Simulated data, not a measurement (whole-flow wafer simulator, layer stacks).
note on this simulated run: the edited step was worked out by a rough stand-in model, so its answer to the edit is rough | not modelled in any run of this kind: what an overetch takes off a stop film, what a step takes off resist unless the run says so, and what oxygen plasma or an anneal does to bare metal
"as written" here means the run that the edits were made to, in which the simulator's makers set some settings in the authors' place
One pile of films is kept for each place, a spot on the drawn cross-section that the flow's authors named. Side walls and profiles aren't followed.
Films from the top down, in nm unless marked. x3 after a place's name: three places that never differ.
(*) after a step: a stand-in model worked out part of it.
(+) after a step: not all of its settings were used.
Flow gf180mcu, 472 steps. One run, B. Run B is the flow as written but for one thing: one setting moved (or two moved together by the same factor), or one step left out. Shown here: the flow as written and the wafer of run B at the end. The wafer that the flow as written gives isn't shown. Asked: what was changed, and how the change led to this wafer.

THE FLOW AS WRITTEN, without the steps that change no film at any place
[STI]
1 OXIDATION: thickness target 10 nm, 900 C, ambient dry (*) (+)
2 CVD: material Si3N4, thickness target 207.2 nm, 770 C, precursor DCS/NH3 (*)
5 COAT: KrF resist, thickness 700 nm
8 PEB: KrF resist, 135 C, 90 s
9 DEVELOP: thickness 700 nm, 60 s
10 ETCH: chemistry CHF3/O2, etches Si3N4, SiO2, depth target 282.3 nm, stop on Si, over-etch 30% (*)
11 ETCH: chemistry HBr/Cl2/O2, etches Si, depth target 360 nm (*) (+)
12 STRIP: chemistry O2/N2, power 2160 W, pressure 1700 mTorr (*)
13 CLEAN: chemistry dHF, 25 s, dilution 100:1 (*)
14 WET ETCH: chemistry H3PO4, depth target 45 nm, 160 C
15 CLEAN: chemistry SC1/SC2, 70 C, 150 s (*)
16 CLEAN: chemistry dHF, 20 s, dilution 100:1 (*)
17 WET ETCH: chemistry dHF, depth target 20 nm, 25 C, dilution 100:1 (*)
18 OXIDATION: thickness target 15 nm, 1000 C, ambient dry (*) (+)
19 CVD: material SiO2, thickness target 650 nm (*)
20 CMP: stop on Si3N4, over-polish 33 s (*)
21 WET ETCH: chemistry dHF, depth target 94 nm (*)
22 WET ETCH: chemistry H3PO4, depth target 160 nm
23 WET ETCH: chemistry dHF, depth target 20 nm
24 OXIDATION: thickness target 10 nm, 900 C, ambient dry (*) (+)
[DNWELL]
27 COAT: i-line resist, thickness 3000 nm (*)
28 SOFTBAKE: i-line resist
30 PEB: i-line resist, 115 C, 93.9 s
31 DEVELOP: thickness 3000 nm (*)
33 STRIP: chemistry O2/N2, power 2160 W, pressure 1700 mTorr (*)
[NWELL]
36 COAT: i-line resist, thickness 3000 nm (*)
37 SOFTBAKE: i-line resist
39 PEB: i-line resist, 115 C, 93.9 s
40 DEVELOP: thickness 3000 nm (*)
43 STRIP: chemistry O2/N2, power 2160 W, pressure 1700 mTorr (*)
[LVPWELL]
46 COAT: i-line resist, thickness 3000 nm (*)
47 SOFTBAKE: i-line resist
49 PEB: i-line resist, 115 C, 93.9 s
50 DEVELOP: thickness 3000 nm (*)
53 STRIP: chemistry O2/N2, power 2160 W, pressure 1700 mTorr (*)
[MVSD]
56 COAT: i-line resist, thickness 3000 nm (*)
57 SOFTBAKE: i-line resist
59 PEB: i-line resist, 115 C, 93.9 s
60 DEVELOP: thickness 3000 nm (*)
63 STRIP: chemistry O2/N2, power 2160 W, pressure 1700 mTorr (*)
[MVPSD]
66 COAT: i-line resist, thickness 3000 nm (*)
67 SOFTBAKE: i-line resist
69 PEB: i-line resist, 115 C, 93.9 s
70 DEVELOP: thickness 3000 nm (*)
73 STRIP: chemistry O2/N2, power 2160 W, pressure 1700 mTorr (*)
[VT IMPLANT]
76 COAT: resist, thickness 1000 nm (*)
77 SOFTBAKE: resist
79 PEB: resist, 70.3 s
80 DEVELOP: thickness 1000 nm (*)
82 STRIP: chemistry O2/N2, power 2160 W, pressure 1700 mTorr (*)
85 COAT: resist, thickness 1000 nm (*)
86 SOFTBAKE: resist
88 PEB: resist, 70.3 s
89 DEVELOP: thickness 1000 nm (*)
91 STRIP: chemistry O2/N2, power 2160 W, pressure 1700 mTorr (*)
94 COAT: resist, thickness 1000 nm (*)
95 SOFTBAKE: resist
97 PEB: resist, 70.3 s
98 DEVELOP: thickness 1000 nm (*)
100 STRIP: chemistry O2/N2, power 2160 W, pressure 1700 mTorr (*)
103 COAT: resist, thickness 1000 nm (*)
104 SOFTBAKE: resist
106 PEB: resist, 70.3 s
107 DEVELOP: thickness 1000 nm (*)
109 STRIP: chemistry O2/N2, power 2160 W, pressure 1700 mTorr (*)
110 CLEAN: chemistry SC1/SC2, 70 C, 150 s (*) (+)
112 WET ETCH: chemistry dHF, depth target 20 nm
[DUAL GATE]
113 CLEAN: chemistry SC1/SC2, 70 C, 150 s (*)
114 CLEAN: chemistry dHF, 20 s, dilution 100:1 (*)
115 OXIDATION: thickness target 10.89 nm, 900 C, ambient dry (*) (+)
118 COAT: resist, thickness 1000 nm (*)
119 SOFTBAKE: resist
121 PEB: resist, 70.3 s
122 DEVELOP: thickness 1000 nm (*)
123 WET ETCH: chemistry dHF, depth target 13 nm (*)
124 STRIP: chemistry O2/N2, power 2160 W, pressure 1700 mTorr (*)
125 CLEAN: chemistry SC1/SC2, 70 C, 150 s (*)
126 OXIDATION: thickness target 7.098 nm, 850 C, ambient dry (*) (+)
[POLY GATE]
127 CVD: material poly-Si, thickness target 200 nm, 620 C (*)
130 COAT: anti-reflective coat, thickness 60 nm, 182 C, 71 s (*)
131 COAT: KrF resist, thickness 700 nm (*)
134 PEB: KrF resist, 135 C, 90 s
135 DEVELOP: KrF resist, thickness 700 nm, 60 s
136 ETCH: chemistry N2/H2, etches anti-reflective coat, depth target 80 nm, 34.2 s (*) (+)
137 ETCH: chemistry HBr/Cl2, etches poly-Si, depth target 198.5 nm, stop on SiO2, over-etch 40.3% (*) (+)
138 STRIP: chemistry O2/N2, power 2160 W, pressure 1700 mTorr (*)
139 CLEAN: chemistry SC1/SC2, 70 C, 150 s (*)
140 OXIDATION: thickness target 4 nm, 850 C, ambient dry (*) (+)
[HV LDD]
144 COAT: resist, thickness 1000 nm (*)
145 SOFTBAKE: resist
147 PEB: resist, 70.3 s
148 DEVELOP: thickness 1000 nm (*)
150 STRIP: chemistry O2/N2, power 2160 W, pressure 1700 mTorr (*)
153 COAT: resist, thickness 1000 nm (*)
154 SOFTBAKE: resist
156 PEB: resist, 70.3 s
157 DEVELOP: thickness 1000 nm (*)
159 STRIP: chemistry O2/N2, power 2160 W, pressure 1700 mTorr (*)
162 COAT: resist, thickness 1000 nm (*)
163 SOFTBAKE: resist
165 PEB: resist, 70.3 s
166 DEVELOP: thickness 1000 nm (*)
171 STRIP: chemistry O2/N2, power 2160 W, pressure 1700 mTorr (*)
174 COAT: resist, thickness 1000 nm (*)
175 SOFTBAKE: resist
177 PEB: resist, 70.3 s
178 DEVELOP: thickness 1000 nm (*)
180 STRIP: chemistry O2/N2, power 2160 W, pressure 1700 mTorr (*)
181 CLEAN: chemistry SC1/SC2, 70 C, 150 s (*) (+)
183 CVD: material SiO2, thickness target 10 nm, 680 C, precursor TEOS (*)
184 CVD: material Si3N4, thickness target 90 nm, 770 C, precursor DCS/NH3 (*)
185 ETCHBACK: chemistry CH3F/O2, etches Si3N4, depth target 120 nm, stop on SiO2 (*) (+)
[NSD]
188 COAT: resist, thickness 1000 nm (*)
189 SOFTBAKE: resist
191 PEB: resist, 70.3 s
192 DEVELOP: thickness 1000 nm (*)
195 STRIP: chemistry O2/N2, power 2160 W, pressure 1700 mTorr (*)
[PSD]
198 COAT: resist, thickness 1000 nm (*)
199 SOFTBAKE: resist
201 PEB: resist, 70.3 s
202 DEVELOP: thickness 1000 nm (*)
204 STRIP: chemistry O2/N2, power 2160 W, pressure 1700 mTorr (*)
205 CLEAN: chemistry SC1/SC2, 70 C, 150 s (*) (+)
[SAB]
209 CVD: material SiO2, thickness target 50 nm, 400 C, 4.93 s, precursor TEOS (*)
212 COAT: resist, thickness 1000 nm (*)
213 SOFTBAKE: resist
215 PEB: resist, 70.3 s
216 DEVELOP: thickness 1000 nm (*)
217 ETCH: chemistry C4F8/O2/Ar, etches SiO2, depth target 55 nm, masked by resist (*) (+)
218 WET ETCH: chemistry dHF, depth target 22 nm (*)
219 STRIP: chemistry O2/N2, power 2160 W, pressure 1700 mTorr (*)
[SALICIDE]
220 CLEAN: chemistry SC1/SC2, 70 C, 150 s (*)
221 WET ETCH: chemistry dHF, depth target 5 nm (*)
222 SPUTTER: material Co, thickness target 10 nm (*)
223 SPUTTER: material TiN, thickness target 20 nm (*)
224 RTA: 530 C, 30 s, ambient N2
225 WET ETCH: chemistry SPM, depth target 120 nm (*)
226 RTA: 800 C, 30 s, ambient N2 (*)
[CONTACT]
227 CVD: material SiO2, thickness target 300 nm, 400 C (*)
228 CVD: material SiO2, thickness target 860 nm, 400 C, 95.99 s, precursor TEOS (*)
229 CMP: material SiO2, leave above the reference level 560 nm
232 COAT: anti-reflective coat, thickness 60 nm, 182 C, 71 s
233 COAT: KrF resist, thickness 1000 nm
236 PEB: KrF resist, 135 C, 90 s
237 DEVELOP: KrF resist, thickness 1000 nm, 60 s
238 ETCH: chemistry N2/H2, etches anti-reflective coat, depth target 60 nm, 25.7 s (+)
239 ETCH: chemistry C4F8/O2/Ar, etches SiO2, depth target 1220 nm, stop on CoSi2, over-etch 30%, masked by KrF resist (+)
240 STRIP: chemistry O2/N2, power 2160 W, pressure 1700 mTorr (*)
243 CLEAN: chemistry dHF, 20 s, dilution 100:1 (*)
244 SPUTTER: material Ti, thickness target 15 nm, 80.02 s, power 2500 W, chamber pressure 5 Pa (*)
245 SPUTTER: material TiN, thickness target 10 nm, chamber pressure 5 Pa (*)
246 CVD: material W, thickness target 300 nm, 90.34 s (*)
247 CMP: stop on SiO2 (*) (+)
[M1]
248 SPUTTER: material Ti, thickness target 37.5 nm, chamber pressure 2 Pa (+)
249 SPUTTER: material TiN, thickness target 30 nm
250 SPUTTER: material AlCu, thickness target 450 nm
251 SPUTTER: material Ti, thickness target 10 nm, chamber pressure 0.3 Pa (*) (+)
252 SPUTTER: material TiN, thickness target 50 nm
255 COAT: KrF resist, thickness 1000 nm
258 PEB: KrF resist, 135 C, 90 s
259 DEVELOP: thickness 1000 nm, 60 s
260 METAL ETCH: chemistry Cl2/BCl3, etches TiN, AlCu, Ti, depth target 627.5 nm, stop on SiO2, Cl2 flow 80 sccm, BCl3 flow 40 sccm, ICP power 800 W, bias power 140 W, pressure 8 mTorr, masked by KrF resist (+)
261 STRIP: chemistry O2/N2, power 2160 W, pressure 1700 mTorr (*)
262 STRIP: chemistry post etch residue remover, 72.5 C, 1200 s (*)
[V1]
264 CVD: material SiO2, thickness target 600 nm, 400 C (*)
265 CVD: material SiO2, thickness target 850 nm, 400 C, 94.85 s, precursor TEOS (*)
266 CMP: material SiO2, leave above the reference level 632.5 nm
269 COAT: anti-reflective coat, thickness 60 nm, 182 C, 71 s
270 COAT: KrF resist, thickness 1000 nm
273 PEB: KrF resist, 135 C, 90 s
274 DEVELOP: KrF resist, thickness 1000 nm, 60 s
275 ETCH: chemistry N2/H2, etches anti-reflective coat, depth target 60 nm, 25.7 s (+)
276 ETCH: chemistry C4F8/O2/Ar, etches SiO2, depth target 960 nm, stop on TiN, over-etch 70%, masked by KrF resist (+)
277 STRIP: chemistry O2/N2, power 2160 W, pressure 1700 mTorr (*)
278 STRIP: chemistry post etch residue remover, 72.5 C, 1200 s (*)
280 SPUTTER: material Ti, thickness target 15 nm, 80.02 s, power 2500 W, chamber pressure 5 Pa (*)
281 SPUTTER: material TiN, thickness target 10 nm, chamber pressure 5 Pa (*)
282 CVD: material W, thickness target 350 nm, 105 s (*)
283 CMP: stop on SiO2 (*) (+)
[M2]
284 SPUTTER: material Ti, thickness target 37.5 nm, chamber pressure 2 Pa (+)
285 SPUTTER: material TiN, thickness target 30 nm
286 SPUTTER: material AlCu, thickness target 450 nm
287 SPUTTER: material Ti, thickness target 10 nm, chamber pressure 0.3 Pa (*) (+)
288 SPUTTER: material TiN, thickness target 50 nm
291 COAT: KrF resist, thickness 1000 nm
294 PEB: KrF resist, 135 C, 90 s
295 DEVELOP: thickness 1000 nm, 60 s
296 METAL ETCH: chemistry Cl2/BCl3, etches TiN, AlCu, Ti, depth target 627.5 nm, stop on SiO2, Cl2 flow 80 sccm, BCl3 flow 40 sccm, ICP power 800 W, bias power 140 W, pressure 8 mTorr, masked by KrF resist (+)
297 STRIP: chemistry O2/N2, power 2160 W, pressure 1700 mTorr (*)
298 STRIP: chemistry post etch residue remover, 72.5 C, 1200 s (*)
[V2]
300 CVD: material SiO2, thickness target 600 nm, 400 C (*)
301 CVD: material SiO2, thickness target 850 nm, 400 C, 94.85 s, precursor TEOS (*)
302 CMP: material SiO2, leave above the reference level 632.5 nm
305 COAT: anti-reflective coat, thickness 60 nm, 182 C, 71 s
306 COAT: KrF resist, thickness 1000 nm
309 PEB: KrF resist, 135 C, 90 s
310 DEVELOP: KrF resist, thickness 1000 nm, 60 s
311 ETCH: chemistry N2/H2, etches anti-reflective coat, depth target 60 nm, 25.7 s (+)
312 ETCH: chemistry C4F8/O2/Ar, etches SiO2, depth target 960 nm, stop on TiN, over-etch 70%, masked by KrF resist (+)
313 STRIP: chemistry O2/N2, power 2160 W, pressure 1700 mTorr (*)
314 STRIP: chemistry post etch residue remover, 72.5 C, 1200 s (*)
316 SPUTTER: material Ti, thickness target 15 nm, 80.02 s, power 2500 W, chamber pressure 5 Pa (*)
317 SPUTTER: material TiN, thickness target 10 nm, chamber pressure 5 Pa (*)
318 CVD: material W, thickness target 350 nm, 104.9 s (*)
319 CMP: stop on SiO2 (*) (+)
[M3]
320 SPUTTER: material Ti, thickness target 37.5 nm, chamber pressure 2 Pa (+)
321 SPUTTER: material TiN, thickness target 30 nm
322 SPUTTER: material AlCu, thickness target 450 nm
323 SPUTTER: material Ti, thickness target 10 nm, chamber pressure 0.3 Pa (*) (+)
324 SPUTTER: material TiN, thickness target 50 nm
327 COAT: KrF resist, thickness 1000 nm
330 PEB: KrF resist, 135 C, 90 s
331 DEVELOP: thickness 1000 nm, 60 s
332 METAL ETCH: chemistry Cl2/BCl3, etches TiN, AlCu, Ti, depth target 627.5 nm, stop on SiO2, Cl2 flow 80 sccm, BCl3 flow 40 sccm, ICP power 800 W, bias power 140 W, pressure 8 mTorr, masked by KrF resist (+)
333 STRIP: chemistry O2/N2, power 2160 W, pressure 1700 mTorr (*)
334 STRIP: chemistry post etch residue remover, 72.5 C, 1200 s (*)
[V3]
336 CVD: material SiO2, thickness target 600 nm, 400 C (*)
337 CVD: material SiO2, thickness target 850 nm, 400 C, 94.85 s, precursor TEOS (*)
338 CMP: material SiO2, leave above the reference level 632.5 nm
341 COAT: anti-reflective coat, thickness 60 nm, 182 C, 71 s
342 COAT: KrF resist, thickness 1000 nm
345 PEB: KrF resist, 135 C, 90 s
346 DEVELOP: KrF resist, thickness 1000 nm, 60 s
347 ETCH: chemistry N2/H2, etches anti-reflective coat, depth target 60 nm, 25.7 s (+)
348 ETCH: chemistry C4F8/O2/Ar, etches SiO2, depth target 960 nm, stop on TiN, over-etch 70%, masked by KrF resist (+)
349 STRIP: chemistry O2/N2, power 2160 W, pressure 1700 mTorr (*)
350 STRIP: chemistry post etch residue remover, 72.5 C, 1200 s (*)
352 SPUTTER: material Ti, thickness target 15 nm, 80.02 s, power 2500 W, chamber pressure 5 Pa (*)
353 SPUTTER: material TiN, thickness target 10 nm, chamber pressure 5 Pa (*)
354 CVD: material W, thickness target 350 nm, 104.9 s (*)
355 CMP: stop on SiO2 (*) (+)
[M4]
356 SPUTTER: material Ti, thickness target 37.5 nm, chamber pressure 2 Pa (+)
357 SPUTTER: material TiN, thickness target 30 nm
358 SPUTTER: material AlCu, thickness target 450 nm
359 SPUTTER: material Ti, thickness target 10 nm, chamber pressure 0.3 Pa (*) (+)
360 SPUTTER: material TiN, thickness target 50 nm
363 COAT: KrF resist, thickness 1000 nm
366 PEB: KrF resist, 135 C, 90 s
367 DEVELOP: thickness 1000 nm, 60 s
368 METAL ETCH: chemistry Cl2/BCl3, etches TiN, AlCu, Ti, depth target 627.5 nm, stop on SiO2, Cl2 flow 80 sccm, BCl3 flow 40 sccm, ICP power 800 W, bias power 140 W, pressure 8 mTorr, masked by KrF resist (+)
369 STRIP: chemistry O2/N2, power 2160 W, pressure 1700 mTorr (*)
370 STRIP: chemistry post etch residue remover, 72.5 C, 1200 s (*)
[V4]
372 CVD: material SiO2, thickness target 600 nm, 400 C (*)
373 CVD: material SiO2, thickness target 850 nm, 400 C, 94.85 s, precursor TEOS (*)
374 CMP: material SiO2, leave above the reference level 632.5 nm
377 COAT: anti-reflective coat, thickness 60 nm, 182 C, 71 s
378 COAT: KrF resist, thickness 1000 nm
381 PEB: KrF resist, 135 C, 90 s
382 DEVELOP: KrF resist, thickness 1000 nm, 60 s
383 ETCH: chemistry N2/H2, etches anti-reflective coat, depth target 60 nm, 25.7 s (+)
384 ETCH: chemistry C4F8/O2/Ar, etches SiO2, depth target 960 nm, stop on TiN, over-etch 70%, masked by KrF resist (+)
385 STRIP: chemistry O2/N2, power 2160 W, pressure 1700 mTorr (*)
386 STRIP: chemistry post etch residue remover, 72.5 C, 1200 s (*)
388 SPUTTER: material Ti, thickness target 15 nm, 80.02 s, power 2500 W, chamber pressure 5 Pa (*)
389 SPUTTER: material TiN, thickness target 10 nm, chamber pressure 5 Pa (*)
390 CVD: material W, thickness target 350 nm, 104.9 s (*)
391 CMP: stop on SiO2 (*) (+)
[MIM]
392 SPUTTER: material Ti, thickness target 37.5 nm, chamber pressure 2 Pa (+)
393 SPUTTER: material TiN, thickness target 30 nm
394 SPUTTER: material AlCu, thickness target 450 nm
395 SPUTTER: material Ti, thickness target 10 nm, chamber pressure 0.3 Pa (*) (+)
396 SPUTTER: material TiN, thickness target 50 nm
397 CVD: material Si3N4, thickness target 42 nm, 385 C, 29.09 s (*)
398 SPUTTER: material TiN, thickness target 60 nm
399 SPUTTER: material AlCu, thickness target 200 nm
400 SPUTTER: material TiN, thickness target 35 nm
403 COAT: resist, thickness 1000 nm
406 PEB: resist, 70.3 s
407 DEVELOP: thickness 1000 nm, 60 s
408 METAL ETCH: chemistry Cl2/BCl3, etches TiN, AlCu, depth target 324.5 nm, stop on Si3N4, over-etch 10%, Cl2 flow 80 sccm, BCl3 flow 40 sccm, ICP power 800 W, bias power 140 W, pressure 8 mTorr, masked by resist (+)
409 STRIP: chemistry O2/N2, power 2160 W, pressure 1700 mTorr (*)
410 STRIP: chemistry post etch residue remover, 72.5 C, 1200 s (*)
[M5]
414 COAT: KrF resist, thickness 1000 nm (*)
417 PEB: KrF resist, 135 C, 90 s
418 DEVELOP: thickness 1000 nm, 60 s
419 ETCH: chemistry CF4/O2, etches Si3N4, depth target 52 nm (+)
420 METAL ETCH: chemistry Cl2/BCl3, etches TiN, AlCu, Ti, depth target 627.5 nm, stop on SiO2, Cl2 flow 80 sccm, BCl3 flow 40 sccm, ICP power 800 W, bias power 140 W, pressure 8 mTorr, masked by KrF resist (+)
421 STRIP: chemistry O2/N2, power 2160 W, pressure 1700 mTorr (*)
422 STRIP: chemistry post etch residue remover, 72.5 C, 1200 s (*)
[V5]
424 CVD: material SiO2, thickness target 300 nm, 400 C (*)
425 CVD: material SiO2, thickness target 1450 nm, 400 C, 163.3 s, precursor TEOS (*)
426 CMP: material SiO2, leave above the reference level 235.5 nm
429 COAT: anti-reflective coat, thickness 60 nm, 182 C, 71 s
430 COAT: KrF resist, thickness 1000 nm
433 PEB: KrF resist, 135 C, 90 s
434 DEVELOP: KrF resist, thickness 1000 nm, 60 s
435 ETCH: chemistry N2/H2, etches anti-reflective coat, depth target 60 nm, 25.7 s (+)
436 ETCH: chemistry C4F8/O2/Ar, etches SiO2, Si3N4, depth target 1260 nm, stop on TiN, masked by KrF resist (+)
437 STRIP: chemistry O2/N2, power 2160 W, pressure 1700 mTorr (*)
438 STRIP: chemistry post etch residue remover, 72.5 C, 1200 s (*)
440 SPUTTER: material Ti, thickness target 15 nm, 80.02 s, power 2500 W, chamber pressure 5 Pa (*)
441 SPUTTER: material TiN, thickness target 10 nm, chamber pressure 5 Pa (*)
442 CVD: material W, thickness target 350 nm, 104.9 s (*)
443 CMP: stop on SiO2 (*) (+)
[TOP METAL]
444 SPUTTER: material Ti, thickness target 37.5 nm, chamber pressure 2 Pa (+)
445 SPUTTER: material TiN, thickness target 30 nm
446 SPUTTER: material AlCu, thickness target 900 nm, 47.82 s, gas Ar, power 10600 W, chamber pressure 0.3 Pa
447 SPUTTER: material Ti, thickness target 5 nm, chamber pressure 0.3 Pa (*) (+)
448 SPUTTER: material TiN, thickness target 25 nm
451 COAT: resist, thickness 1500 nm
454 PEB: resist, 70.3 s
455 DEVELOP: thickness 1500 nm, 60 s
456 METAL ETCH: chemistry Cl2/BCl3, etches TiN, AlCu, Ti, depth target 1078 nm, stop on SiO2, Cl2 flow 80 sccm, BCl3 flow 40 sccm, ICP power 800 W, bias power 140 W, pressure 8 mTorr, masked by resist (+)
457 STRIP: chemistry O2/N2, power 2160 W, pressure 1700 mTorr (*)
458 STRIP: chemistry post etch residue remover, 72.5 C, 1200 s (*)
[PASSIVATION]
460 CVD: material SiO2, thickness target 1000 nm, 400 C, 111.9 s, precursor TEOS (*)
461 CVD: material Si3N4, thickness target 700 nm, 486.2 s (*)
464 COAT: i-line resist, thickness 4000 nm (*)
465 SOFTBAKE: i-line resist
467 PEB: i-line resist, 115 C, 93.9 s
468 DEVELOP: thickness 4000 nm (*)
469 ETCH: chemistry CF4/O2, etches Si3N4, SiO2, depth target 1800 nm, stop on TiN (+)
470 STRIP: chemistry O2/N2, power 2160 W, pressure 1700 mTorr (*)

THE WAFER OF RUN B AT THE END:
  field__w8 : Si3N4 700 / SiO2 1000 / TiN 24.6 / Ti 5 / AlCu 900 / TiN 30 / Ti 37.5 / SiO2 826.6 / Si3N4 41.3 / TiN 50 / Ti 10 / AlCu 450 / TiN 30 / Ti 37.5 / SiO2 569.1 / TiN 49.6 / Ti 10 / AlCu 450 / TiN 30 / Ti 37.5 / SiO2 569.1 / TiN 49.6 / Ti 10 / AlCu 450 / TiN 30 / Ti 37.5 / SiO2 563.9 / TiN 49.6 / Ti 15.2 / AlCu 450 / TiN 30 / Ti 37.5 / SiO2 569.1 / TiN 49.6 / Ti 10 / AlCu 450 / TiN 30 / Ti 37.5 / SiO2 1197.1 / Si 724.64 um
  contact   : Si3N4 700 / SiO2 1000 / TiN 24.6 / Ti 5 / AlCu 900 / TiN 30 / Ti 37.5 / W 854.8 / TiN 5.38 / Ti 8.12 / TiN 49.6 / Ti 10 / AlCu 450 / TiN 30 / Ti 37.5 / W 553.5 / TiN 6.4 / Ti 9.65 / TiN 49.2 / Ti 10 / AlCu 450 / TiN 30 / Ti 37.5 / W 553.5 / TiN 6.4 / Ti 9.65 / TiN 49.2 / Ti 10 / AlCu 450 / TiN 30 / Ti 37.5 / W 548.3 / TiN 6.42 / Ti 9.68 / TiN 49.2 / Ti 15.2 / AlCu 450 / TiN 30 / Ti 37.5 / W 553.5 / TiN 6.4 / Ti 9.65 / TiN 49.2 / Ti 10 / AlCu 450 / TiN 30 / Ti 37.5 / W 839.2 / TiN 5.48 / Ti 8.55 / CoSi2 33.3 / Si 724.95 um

The cause: step 287, SPUTTER: thickness target 15.2 nm was run, where the flow has thickness target 10 nm.
It can be read off the wafer: field__w8 has Ti 15.2, and step 287 as written asks for 10 nm.

How the change led to this, step by step:
  287 SPUTTER: material Ti, thickness target 10 nm, chamber pressure 0.3 Pa (*) (+)
      field, field__w1, field__w2 and 108 more: Ti +15.2 (new film) (as written it would be: Ti +10 (new film))
  296 METAL ETCH: chemistry Cl2/BCl3, etches TiN, AlCu, Ti, depth target 627.5 nm, stop on SiO2, Cl2 flow 80 sccm, BCl3 flow 40 sccm, ICP power 800 W, bias power 140 W, pressure 8 mTorr, masked by KrF resist (+)
      field, field__w1, field__w2 and 103 more: TiN -50 (all of it), Ti -15.2 (all of it), AlCu -450 (all of it), TiN -30 (all of it), Ti -37.5 (all of it) (as written it would be: TiN -50 (all of it), Ti -10 (all of it), AlCu -450 (all of it), TiN -30 (all of it), Ti -37.5 (all of it))
